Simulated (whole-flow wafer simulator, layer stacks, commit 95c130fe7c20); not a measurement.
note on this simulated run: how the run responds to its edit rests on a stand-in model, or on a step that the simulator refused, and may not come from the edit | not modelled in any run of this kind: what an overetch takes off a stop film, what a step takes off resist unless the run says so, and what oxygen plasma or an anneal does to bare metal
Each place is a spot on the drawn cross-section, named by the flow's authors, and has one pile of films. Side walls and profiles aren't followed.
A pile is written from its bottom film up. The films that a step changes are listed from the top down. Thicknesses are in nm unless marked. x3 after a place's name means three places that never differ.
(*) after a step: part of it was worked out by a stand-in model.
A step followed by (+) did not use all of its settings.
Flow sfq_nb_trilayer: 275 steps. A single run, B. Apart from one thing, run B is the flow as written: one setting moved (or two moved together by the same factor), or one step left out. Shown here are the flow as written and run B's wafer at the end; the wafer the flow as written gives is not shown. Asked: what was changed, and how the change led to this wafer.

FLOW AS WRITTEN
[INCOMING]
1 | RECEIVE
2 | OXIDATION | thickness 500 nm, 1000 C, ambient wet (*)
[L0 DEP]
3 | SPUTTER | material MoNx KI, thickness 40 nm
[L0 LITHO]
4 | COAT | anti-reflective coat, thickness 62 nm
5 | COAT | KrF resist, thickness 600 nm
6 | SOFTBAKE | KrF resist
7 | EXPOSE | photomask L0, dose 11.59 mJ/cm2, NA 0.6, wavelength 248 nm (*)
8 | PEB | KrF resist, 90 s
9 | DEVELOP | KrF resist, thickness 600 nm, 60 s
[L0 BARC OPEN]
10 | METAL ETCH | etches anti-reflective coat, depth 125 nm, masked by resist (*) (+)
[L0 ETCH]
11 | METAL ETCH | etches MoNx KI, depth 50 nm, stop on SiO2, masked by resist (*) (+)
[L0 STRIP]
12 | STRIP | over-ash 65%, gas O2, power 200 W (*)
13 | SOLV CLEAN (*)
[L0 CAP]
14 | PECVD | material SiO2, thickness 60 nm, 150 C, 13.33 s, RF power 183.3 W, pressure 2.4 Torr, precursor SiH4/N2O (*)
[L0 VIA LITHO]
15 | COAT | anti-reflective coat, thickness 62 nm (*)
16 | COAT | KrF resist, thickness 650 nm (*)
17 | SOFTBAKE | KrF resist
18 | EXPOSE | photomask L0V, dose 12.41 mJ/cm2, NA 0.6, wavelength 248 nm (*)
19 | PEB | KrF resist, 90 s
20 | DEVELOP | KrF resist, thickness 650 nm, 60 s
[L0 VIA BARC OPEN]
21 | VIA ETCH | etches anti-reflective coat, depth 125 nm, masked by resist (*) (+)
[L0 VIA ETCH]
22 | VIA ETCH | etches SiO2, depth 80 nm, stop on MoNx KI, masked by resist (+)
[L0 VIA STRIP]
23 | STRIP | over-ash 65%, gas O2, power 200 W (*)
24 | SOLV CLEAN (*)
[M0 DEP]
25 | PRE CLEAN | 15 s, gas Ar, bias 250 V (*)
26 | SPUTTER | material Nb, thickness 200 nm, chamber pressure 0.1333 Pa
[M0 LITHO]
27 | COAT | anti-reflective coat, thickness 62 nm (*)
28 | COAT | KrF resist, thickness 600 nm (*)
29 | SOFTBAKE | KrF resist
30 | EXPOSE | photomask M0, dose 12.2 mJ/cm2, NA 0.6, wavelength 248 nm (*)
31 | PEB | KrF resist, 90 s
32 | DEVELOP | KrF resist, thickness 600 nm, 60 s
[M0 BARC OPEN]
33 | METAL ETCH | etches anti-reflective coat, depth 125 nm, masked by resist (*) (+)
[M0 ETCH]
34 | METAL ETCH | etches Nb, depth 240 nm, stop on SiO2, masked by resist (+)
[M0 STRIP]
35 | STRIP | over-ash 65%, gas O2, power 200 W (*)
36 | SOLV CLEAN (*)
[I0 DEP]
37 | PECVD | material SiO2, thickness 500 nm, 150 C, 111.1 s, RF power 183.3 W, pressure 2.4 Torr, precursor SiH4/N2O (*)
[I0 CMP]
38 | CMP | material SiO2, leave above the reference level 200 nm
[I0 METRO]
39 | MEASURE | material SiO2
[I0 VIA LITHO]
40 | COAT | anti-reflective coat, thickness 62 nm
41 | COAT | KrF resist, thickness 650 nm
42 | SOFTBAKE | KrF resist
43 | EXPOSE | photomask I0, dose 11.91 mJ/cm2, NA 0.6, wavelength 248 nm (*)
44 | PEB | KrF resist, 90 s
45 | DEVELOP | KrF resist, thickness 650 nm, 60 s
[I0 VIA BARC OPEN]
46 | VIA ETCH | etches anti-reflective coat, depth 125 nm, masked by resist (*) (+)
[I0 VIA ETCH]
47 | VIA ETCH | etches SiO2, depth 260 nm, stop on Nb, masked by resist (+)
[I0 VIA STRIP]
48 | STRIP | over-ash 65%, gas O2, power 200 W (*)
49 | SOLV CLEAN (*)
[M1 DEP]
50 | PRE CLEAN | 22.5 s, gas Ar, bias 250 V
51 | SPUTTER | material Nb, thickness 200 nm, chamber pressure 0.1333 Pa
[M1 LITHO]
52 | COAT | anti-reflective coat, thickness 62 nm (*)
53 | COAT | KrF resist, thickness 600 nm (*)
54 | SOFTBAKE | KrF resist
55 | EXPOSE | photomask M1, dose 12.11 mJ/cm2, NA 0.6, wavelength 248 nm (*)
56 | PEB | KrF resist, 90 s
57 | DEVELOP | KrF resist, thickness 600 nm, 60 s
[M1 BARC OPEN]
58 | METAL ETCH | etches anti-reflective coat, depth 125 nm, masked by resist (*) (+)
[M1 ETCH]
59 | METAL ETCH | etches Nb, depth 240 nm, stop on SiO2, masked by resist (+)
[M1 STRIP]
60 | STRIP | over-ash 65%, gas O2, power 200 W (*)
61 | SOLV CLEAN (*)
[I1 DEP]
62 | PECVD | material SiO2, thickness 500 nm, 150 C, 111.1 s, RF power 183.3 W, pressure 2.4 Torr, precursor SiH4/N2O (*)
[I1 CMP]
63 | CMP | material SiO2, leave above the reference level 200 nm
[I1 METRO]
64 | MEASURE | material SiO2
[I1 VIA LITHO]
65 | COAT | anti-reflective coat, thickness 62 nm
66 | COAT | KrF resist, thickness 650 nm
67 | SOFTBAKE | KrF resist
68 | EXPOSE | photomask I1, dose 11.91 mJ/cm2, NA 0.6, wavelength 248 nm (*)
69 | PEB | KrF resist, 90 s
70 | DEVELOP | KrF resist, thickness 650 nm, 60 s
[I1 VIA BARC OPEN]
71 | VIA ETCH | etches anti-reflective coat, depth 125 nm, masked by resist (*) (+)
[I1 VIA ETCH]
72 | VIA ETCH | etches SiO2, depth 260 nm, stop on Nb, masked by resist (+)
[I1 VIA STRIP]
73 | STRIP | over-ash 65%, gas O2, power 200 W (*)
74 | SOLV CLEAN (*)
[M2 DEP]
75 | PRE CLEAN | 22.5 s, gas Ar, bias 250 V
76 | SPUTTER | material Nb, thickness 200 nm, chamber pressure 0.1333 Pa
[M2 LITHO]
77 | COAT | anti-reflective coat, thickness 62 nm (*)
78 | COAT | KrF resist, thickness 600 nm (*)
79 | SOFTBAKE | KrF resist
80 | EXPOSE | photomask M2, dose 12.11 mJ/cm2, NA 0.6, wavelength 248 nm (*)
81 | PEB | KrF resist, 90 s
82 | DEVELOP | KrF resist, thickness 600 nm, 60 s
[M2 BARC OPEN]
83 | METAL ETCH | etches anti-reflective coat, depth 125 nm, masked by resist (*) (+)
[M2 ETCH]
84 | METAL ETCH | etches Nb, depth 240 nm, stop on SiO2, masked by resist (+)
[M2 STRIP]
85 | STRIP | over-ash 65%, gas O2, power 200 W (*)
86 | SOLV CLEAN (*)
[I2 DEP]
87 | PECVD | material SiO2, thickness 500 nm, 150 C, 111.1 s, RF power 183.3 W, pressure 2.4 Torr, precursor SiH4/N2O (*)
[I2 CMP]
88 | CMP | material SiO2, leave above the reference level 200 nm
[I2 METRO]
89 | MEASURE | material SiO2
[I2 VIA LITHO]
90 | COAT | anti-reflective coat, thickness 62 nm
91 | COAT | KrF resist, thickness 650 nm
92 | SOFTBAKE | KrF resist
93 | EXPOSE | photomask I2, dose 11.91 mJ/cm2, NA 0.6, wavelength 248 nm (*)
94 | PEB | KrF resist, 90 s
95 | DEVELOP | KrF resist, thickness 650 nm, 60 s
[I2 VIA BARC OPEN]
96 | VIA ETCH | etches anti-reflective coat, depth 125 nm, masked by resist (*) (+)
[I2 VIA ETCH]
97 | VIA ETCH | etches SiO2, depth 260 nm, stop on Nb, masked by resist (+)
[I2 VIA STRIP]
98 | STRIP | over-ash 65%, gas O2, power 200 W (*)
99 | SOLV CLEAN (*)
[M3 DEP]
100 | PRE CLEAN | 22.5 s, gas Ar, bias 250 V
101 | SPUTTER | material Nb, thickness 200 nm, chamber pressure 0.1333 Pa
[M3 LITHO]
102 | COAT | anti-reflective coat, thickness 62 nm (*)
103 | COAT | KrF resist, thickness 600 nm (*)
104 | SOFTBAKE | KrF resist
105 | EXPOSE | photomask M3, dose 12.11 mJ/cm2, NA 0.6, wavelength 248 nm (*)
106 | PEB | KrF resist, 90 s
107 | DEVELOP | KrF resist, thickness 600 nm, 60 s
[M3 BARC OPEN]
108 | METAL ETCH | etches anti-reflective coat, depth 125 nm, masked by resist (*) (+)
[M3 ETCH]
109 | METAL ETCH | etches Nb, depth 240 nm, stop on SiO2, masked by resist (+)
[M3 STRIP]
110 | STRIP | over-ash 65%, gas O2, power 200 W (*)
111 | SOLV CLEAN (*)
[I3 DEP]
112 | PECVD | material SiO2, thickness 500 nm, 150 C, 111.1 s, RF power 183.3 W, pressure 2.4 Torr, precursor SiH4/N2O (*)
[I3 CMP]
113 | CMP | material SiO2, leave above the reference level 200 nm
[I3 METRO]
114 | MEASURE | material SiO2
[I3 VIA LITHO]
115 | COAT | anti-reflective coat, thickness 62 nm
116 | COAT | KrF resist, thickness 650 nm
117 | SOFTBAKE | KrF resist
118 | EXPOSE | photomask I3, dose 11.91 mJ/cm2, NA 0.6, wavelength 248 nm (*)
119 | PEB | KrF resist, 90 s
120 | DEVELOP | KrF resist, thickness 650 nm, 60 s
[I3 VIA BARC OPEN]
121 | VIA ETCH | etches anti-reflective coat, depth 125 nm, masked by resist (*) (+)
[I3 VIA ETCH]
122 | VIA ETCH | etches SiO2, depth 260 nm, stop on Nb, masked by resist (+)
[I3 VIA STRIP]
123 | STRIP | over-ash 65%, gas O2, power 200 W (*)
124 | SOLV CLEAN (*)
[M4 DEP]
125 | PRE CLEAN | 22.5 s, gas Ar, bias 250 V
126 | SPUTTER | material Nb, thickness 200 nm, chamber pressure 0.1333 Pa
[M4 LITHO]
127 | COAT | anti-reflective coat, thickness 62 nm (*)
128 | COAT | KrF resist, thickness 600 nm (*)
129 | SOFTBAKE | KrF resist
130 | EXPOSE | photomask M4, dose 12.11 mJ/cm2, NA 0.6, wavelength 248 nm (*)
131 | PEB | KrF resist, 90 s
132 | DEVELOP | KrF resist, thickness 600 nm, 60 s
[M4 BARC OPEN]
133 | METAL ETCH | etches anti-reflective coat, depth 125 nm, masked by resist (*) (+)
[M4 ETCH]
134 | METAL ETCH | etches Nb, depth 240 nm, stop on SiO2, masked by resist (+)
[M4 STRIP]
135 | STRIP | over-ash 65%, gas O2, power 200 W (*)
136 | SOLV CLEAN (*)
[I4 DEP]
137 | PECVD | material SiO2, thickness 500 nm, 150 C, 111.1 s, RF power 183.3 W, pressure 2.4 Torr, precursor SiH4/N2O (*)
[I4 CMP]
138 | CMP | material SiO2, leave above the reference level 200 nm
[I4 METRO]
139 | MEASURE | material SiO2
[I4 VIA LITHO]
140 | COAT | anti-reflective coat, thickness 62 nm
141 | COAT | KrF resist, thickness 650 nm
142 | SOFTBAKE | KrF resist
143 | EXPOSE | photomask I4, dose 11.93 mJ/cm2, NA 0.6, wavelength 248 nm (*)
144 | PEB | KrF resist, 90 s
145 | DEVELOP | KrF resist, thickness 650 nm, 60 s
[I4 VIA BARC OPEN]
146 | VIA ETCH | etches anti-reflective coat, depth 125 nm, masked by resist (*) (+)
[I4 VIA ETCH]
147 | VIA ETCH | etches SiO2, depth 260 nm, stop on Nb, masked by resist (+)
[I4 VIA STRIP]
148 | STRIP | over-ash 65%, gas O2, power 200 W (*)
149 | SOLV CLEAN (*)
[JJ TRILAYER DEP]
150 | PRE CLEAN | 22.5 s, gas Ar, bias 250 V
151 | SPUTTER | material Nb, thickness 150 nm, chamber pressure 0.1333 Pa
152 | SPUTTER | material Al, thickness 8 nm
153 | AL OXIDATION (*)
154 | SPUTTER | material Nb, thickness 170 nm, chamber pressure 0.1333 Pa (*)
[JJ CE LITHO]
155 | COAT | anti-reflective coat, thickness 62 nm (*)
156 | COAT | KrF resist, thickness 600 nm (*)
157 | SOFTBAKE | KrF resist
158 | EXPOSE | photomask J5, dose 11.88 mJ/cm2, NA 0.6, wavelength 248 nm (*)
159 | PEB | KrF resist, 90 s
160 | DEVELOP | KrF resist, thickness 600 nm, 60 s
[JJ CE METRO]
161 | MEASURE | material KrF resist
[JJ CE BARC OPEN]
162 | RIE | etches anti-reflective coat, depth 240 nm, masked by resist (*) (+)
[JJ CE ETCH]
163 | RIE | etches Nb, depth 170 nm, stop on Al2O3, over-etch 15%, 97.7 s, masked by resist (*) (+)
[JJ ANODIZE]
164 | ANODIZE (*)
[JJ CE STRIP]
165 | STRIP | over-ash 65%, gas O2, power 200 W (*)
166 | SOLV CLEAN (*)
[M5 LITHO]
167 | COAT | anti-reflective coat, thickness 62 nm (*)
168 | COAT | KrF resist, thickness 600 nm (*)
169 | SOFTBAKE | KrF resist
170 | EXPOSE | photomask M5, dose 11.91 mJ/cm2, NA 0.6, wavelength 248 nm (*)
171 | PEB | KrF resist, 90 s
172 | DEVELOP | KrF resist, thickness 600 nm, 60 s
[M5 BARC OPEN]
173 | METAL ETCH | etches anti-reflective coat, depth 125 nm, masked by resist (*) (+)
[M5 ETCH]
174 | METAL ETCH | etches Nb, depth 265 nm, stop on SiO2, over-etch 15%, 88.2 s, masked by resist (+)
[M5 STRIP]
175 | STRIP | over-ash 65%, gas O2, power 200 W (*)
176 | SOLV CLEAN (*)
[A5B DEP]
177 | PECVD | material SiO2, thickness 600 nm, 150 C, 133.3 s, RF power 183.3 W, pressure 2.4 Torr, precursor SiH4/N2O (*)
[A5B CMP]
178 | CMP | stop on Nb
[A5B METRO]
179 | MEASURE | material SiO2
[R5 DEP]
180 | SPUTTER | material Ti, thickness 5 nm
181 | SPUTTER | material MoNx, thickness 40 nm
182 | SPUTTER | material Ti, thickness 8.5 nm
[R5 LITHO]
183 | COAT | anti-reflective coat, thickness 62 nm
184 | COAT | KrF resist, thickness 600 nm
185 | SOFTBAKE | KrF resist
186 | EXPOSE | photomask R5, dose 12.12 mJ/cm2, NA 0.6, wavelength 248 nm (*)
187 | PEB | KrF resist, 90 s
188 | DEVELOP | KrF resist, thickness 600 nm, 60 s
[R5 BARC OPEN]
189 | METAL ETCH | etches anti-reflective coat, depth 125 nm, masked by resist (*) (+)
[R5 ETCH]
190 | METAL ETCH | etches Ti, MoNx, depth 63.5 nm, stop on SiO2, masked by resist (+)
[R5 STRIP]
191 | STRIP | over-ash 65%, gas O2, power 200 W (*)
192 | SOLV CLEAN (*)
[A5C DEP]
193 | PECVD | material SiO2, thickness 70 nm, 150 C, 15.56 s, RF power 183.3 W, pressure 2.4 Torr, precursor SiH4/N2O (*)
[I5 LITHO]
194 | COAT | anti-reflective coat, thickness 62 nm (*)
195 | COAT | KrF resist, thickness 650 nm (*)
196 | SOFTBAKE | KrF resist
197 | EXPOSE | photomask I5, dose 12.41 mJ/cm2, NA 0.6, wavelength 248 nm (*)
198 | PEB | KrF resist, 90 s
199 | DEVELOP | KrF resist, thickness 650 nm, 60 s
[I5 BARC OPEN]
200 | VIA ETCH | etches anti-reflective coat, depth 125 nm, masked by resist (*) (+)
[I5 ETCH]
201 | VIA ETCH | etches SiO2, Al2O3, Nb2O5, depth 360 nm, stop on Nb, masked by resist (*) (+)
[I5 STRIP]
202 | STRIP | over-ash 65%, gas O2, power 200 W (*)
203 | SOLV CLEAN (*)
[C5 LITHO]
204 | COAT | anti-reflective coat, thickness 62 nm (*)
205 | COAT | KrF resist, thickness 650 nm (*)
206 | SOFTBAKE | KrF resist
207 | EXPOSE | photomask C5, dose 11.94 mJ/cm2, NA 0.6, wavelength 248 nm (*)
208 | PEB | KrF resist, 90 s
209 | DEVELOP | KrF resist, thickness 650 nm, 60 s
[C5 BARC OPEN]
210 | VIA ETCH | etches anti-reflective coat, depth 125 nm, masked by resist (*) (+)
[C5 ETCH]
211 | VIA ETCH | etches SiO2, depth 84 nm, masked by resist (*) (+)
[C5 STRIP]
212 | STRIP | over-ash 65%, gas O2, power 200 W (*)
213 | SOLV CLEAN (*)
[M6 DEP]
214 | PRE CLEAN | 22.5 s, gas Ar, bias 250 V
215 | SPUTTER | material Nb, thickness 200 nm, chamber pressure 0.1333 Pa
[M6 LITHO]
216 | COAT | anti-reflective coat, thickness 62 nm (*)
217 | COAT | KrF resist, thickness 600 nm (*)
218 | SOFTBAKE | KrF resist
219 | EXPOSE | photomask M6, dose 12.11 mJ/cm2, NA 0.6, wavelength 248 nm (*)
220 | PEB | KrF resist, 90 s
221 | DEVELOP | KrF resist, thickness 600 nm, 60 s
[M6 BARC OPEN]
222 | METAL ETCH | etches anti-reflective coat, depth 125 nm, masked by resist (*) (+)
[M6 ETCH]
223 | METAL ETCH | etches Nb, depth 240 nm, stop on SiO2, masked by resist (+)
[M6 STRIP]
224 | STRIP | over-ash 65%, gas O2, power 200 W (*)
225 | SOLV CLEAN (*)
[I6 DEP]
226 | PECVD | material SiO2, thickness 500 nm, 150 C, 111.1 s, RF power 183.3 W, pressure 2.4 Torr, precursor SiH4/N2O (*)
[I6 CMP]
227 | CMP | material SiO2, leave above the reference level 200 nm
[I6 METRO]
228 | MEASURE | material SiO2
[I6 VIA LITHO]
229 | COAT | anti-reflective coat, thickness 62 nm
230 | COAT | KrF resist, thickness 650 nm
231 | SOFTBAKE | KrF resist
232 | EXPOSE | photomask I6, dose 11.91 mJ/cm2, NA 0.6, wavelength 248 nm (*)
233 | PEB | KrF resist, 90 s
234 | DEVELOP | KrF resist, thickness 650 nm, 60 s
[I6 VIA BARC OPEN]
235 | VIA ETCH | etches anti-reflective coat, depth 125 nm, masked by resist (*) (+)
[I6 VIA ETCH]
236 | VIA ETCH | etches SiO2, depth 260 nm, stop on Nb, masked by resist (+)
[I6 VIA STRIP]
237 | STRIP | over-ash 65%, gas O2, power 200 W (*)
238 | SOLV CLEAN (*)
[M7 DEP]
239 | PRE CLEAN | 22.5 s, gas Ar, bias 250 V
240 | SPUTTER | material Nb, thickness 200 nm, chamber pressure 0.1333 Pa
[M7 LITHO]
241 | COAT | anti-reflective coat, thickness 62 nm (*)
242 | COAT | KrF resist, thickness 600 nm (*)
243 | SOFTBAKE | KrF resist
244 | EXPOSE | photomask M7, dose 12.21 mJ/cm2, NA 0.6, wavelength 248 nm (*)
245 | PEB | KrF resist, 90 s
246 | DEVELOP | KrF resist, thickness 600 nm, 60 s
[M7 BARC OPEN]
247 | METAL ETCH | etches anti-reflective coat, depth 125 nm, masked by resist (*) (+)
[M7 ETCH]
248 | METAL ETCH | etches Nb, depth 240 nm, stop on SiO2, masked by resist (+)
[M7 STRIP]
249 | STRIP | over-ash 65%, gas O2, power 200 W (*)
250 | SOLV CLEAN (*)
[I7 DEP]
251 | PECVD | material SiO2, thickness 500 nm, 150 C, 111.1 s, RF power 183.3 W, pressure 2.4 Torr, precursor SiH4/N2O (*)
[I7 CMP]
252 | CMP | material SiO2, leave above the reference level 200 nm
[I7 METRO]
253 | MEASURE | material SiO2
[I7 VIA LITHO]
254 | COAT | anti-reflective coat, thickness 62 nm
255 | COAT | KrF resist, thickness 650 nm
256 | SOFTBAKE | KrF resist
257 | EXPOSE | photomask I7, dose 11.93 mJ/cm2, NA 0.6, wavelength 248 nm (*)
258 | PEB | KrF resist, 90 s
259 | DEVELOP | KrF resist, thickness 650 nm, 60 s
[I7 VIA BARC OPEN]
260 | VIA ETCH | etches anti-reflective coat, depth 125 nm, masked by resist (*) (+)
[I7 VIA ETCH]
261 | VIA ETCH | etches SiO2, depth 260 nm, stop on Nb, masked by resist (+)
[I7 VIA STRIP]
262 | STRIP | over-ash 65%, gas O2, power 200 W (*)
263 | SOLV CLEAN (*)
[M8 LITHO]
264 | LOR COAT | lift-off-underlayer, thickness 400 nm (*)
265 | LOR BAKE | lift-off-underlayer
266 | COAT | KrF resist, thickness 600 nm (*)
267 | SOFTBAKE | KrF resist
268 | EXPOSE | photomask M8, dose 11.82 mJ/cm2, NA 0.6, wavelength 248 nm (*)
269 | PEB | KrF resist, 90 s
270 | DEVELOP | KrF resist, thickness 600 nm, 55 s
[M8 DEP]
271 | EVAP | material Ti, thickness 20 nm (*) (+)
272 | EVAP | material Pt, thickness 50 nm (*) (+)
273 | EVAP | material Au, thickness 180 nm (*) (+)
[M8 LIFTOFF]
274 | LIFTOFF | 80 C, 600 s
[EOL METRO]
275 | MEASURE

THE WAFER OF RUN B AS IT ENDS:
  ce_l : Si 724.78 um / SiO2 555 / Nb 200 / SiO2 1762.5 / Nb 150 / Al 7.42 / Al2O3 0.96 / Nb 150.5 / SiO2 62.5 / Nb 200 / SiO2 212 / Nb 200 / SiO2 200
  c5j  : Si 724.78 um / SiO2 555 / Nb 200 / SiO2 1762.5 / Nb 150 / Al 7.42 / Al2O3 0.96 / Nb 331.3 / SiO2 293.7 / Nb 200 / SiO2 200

What caused this: step 190, METAL ETCH: depth 73.03 nm was run, while the flow as written has depth 63.5 nm.

The path from the change to this, step by step:
  190 | METAL ETCH | etches Ti, MoNx, depth 63.5 nm, stop on SiO2, masked by resist (+)
      be_r, r_sur, res, r_end, r5r_line_l, r5r_line_c, r5r_line_r: KrF resist loses 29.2 (in the flow as written it would be: KrF resist loses 25.4)
      ce_l, c5j, ce_r, wl_jj: Ti loses 8.5 (all of it), MoNx loses 40 (all of it), Ti loses 5 (all of it), Nb loses 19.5 (in the flow as written it would be: Ti loses 8.5 (all of it), MoNx loses 40 (all of it), Ti loses 5 (all of it), Nb loses 10)
  194 | COAT | anti-reflective coat, thickness 62 nm (*)
      wl_j_sl, wl_j_sr: anti-reflective coat gains 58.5 (new film) (in the flow as written it would be: anti-reflective coat gains 60.2 (new film))
      jj_sur: anti-reflective coat gains 59.2 (new film) (in the flow as written it would be: anti-reflective coat gains 60.8 (new film))
      (as well as at 5 more places)
  202 | STRIP | over-ash 65%, gas O2, power 200 W (*)
      wl_j_sl, wl_j_sr: KrF resist loses 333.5 (all of it), anti-reflective coat loses 58.5 (all of it) (in the flow as written it would be: KrF resist loses 333.3 (all of it), anti-reflective coat loses 60.2 (all of it))
      jj_sur: KrF resist loses 337.4 (all of it), anti-reflective coat loses 59.2 (all of it) (in the flow as written it would be: KrF resist loses 337.2 (all of it), anti-reflective coat loses 60.8 (all of it))
      (as well as at 5 more places)
  204 | COAT | anti-reflective coat, thickness 62 nm (*)
      wl_j_sl, wl_j_sr: anti-reflective coat gains 58.5 (new film) (in the flow as written it would be: anti-reflective coat gains 60.2 (new film))
      jj_sur: anti-reflective coat gains 57.9 (new film) (in the flow as written it would be: anti-reflective coat gains 59.5 (new film))
      (as well as at 5 more places)
  210 | VIA ETCH | etches anti-reflective coat, depth 125 nm, masked by resist (*) (+)
      c5j: anti-reflective coat loses 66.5 (all of it), SiO2 loses 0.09 (in the flow as written it would be: anti-reflective coat loses 63.9 (all of it), SiO2 loses 0.11)
  212 | STRIP | over-ash 65%, gas O2, power 200 W (*)
      wl_j_sl, wl_j_sr: KrF resist loses 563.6 (all of it), anti-reflective coat loses 58.5 (all of it) (in the flow as written it would be: KrF resist loses 563.4 (all of it), anti-reflective coat loses 60.2 (all of it))
      jj_sur: KrF resist loses 562.2 (all of it), anti-reflective coat loses 57.9 (all of it) (in the flow as written it would be: KrF resist loses 562 (all of it), anti-reflective coat loses 59.5 (all of it))
      (as well as at 4 more places)
  216 | COAT | anti-reflective coat, thickness 62 nm (*)
      wl_j_sl, wl_j_sr: anti-reflective coat gains 58.5 (new film) (in the flow as written it would be: anti-reflective coat gains 60.2 (new film))
      jj_sur: anti-reflective coat gains 54.4 (new film) (in the flow as written it would be: anti-reflective coat gains 56.1 (new film))
      (as well as at 5 more places)
  224 | STRIP | over-ash 65%, gas O2, power 200 W (*)
      wl_j_sl, wl_j_sr: KrF resist loses 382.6 (all of it), anti-reflective coat loses 58.5 (all of it) (in the flow as written it would be: KrF resist loses 382.5 (all of it), anti-reflective coat loses 60.2 (all of it))
      jj_sur: KrF resist loses 378.7 (all of it), anti-reflective coat loses 54.4 (all of it) (in the flow as written it would be: KrF resist loses 378.5 (all of it), anti-reflective coat loses 56.1 (all of it))
      (as well as at 5 more places)
  227 | CMP | material SiO2, leave above the reference level 200 nm
      ce_l, ce_r, wl_jj: SiO2 loses 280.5 (in the flow as written it would be: SiO2 loses 290)
      c5j: SiO2 loses 213.5 (in the flow as written it would be: SiO2 loses 223)
